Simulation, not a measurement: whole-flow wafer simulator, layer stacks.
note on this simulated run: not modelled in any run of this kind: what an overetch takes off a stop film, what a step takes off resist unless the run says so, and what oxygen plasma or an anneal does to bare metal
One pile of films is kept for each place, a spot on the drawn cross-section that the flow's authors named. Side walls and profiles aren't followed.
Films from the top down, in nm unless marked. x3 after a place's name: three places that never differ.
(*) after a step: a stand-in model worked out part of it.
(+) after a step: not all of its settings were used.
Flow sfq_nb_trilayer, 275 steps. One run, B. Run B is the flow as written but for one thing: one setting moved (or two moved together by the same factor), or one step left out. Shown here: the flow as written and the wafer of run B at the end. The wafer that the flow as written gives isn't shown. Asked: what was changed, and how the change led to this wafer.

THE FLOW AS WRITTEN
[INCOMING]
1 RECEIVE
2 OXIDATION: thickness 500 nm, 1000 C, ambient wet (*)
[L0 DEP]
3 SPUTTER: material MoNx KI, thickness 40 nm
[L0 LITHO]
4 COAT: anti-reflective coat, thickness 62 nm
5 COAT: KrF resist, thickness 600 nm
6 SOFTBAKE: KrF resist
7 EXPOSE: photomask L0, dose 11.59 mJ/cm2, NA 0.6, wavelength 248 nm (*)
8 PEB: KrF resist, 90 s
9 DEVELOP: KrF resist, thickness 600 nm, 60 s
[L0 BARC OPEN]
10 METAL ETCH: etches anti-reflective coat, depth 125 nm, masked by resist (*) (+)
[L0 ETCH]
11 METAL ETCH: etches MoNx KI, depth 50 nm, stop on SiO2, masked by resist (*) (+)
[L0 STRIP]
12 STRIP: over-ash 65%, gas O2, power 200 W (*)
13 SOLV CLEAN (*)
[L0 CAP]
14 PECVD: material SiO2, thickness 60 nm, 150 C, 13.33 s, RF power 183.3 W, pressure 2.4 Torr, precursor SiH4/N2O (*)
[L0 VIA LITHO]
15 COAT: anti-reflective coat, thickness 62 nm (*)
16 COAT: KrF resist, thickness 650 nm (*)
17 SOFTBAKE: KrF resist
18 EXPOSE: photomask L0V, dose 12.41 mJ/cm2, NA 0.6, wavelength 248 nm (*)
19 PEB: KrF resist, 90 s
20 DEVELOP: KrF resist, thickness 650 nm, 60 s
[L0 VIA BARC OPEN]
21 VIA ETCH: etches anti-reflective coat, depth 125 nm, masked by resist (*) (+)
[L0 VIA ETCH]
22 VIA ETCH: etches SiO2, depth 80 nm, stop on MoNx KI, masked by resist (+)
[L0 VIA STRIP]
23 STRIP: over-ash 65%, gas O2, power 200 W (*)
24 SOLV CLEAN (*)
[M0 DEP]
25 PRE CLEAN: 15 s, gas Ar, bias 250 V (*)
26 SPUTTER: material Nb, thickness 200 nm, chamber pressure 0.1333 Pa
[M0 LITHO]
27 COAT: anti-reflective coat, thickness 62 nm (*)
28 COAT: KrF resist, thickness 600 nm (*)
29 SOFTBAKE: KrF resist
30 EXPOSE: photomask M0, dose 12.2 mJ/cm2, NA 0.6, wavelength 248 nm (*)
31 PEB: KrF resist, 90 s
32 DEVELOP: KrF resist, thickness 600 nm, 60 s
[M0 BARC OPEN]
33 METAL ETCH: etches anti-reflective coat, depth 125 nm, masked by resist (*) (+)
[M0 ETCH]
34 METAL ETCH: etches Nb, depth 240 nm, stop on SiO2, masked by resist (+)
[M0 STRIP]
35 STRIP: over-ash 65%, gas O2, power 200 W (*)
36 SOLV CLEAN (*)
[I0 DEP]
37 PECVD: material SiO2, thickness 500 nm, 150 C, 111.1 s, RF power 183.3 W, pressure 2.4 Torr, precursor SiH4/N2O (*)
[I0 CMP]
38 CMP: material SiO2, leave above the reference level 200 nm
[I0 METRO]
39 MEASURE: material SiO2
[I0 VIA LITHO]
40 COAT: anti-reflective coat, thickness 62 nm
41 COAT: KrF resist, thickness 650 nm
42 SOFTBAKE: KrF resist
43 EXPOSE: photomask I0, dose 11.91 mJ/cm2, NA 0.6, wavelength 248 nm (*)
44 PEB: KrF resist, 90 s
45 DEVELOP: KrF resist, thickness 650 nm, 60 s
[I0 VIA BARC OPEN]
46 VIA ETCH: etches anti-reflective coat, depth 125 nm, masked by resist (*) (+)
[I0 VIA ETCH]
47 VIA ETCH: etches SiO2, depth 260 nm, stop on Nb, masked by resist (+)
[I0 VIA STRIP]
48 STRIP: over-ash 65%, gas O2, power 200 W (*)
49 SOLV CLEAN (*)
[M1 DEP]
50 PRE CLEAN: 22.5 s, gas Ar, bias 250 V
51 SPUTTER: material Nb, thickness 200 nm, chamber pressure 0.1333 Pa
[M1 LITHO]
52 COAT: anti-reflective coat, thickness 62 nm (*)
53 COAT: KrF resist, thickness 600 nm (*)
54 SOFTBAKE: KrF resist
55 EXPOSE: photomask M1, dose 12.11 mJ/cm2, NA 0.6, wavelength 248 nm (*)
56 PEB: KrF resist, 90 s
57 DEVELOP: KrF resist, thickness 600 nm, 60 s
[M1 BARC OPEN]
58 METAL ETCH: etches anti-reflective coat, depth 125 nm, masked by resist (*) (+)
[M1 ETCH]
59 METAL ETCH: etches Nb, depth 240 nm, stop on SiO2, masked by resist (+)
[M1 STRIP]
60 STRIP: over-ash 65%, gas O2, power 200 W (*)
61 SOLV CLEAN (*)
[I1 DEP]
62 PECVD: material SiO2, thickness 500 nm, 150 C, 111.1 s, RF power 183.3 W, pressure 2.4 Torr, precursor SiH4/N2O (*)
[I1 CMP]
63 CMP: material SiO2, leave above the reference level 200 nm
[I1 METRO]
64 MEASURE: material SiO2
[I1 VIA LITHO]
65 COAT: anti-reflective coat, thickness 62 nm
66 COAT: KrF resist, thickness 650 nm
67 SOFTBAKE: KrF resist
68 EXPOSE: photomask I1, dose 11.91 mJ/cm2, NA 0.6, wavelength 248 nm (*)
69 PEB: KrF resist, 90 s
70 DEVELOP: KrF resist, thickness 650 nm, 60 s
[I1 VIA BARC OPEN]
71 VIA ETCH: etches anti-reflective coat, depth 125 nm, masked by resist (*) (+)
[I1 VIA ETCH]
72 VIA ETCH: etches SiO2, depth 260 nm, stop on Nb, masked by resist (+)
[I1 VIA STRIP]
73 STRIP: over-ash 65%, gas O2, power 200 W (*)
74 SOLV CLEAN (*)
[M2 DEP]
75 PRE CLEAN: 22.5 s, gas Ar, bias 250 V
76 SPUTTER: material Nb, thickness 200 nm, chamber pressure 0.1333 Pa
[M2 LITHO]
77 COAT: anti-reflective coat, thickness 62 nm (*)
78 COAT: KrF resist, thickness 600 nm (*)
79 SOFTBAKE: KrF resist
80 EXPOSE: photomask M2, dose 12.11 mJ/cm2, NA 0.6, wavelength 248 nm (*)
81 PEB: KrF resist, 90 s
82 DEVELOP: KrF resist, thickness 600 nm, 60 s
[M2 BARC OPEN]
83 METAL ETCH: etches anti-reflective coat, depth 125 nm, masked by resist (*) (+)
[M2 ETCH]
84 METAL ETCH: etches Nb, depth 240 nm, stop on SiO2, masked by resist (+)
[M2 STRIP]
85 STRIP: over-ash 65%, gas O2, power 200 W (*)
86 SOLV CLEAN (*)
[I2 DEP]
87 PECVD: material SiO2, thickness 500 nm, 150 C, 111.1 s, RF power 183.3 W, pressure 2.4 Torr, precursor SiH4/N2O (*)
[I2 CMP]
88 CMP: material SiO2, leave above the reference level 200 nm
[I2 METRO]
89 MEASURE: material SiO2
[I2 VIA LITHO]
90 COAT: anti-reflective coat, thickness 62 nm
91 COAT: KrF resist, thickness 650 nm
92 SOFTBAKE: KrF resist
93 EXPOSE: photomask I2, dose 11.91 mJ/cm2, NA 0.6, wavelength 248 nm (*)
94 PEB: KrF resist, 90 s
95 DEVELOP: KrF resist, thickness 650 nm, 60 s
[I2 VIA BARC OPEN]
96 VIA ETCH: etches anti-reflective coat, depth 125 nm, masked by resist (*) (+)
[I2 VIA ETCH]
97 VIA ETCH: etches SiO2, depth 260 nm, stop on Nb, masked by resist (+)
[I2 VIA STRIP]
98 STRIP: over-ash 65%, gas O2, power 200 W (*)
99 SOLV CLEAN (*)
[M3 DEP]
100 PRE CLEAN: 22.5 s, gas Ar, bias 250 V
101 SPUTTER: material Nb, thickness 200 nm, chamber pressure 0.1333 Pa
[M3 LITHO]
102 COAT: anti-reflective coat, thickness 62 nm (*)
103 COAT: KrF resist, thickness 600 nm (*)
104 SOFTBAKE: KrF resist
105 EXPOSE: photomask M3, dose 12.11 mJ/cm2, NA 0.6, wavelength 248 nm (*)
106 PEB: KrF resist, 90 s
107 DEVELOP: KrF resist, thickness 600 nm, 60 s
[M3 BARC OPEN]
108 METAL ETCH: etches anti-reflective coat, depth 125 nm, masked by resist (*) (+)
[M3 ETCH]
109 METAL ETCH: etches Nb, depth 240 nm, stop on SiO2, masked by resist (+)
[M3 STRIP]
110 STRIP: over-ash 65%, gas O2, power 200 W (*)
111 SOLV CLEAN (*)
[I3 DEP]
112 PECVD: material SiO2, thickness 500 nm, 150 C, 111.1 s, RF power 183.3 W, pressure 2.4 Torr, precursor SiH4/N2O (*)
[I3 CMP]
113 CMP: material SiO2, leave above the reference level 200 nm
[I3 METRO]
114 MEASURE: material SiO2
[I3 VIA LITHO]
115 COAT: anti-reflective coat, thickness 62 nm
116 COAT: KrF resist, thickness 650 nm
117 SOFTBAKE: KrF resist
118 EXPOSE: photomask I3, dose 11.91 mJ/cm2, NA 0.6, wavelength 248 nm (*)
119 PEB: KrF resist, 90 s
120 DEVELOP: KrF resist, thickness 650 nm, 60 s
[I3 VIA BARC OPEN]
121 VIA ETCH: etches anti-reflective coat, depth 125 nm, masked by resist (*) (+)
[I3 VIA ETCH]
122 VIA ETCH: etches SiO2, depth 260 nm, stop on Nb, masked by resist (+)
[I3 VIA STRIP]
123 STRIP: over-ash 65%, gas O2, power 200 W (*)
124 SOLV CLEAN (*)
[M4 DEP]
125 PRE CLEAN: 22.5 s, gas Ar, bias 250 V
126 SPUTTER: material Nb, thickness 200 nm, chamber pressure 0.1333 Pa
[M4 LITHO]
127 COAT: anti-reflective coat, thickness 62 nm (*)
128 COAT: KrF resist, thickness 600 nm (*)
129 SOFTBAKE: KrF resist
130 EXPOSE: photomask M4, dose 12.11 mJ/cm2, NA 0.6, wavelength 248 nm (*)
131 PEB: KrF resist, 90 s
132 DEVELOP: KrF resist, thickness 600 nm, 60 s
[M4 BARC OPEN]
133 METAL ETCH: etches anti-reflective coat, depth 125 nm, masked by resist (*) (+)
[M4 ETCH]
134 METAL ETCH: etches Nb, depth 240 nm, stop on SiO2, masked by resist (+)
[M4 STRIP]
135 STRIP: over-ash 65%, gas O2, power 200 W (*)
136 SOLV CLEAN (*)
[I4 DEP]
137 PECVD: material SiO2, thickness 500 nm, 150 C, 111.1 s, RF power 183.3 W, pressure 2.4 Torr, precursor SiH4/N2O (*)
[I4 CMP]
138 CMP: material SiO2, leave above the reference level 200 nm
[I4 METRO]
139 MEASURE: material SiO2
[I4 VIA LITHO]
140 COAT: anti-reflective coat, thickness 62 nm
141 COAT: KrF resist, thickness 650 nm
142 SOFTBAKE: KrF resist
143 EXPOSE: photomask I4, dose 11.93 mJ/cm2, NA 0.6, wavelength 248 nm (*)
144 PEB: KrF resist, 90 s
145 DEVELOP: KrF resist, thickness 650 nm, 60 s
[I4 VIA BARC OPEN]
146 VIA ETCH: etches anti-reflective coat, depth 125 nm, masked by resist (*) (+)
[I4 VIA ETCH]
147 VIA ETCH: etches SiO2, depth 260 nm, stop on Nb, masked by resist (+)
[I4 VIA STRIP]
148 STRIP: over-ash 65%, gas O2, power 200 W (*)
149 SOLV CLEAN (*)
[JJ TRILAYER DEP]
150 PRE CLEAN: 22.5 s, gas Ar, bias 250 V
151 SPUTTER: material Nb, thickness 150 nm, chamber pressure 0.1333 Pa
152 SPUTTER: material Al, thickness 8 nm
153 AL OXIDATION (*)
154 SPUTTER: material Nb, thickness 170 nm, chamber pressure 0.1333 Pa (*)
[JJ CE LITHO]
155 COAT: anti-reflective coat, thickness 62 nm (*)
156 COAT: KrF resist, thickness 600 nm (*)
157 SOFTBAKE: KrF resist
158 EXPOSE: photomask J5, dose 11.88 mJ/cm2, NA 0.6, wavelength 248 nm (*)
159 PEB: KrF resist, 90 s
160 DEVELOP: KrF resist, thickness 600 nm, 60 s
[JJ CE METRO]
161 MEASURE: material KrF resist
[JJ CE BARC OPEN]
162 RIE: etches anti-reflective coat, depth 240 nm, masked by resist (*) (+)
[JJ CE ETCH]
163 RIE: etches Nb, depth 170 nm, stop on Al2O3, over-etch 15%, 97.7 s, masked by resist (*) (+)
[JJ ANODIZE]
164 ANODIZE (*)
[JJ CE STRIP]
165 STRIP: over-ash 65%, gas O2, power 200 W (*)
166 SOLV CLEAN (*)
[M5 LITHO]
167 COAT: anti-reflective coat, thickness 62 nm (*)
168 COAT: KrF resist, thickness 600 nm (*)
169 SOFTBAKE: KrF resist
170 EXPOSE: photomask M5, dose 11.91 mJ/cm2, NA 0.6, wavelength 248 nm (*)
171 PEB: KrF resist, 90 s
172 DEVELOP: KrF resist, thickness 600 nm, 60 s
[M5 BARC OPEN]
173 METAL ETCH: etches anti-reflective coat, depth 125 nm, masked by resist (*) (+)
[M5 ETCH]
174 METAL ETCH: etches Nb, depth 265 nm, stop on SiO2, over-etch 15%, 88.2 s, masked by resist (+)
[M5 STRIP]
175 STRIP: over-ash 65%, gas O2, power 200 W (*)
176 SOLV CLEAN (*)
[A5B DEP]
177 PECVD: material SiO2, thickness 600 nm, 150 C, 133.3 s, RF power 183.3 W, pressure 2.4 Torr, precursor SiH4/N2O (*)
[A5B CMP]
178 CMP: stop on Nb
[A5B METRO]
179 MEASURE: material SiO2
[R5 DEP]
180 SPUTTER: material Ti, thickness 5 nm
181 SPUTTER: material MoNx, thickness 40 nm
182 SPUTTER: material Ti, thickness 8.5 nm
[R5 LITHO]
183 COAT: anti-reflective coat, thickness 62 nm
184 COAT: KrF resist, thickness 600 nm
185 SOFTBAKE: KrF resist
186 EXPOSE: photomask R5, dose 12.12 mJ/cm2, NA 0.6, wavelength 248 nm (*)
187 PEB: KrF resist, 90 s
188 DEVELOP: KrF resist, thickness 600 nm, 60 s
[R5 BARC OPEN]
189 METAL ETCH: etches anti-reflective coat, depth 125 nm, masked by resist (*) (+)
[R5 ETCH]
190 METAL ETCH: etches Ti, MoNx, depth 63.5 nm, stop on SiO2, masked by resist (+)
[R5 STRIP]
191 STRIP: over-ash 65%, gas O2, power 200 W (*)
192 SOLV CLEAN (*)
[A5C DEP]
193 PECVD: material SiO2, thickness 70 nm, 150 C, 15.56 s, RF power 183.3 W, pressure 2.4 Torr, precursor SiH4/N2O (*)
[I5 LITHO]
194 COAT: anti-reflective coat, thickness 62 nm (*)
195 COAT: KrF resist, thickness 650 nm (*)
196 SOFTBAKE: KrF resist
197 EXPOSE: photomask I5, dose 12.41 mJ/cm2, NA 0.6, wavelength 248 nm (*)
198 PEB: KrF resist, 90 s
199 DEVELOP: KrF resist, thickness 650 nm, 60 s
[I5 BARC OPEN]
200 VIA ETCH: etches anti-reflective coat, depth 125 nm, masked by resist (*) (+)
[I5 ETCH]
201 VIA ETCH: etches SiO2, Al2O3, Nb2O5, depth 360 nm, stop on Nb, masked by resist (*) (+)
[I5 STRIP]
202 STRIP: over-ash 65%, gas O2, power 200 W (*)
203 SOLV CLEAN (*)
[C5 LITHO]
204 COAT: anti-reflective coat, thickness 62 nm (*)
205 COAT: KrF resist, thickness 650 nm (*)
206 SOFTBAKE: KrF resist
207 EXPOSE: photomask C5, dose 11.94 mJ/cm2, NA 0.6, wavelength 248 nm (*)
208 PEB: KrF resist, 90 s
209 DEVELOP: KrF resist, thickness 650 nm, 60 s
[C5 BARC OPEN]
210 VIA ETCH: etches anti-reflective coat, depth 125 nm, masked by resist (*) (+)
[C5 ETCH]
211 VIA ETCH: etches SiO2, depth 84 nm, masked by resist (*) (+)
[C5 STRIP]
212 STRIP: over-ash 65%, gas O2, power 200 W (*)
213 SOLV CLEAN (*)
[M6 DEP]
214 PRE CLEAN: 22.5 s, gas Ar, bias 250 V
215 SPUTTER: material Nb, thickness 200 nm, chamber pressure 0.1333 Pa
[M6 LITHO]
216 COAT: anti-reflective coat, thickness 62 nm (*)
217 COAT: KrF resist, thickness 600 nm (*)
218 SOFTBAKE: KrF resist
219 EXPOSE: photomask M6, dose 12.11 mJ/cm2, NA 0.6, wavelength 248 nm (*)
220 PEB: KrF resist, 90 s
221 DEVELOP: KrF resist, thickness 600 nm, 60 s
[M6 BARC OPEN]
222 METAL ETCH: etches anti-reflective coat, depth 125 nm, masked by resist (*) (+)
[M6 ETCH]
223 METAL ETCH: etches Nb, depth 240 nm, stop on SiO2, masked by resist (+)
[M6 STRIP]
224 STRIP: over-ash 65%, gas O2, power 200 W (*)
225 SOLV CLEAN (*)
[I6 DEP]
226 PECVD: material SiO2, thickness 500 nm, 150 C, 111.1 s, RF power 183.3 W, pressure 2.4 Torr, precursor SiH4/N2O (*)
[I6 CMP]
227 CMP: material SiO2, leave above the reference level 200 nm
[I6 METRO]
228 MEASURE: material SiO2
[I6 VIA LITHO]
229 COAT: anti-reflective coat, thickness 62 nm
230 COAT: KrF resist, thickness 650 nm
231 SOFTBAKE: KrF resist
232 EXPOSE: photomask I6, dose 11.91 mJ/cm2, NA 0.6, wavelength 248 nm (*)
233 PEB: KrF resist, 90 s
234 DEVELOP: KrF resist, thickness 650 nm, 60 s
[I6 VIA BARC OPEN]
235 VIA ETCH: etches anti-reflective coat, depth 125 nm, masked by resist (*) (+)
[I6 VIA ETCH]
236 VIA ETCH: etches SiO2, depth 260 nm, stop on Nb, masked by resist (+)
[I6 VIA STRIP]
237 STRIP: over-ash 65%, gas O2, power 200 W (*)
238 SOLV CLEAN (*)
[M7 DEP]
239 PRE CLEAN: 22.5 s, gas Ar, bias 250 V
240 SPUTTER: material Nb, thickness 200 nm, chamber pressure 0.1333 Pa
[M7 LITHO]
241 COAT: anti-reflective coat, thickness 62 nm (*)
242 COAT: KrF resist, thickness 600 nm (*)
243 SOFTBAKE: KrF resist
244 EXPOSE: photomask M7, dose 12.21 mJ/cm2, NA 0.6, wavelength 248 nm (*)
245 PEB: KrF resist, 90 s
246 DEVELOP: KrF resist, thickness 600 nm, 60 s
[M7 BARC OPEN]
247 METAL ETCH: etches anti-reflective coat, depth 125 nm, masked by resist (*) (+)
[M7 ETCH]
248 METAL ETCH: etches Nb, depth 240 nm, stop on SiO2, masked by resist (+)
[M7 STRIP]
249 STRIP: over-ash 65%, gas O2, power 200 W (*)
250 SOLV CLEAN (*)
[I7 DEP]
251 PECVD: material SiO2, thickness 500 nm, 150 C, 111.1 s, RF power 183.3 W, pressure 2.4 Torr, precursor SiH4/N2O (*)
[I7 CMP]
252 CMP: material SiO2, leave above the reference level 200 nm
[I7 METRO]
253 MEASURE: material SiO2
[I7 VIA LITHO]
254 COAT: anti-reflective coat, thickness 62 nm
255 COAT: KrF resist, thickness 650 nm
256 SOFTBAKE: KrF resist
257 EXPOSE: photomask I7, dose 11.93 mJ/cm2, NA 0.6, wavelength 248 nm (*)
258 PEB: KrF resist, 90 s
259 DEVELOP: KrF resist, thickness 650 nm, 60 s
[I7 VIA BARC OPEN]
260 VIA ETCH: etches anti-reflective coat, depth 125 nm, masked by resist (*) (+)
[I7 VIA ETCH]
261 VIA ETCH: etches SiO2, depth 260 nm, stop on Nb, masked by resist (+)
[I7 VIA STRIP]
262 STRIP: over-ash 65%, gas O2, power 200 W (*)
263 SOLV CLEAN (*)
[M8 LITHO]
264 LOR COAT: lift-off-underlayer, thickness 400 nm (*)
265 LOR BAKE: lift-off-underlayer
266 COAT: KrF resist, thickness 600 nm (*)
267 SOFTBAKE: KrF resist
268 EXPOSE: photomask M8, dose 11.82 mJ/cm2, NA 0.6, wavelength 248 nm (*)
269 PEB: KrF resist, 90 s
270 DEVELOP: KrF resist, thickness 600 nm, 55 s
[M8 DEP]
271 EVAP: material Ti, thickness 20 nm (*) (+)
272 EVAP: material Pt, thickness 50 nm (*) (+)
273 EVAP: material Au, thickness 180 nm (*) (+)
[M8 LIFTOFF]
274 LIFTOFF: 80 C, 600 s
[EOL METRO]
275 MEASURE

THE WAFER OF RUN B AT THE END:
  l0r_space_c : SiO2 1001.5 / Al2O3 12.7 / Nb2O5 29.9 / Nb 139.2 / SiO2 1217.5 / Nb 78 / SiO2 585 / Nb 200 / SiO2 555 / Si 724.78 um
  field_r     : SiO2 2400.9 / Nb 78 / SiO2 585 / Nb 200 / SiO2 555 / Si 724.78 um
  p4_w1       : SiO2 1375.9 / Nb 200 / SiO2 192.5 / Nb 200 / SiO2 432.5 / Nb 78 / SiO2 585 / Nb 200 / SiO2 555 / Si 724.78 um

The cause: step 76, SPUTTER: thickness 318 nm was run, where the flow has thickness 200 nm.

How the change led to this, step by step:
  76 SPUTTER: material Nb, thickness 200 nm, chamber pressure 0.1333 Pa
      field_l, v_sur, via_wl and 102 more: Nb +318 (new film) (as written it would be: Nb +200 (new film))
      via_v: Nb +279.5 (as written it would be: Nb +174.5)
  84 METAL ETCH: etches Nb, depth 240 nm, stop on SiO2, masked by resist (+)
      field_l, be, be_sur and 81 more: Nb -240 (as written it would be: Nb -200 (all of it))
  87 PECVD: material SiO2, thickness 500 nm, 150 C, 111.1 s, RF power 183.3 W, pressure 2.4 Torr, precursor SiH4/N2O (*)
      field_l, be, be_sur and 81 more: SiO2 +500 (new film) (as written it would be: SiO2 +500)
  88 CMP: material SiO2, leave above the reference level 200 nm
      field_l, be, be_sur and 81 more: SiO2 -60 (as written it would be: SiO2 -100)
      via_v: SiO2 -157.1 (as written it would be: SiO2 -181.6)
Counting metal films that touch as one body, l0r_space_c has 3 bodies (between them, from the top down: SiO2 1217.5; SiO2 585); the flow as written gives 2 bodies (between them, from the top down: SiO2 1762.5).
Counting metal films that touch as one body, field_r has 2 bodies (between them, from the top down: SiO2 585); the flow as written gives 1 body.
Counting metal films that touch as one body, p4_w1 has 4 bodies (between them, from the top down: SiO2 192.5; SiO2 432.5; SiO2 585); the flow as written gives 3 bodies (between them, from the top down: SiO2 192.5; SiO2 977.5).
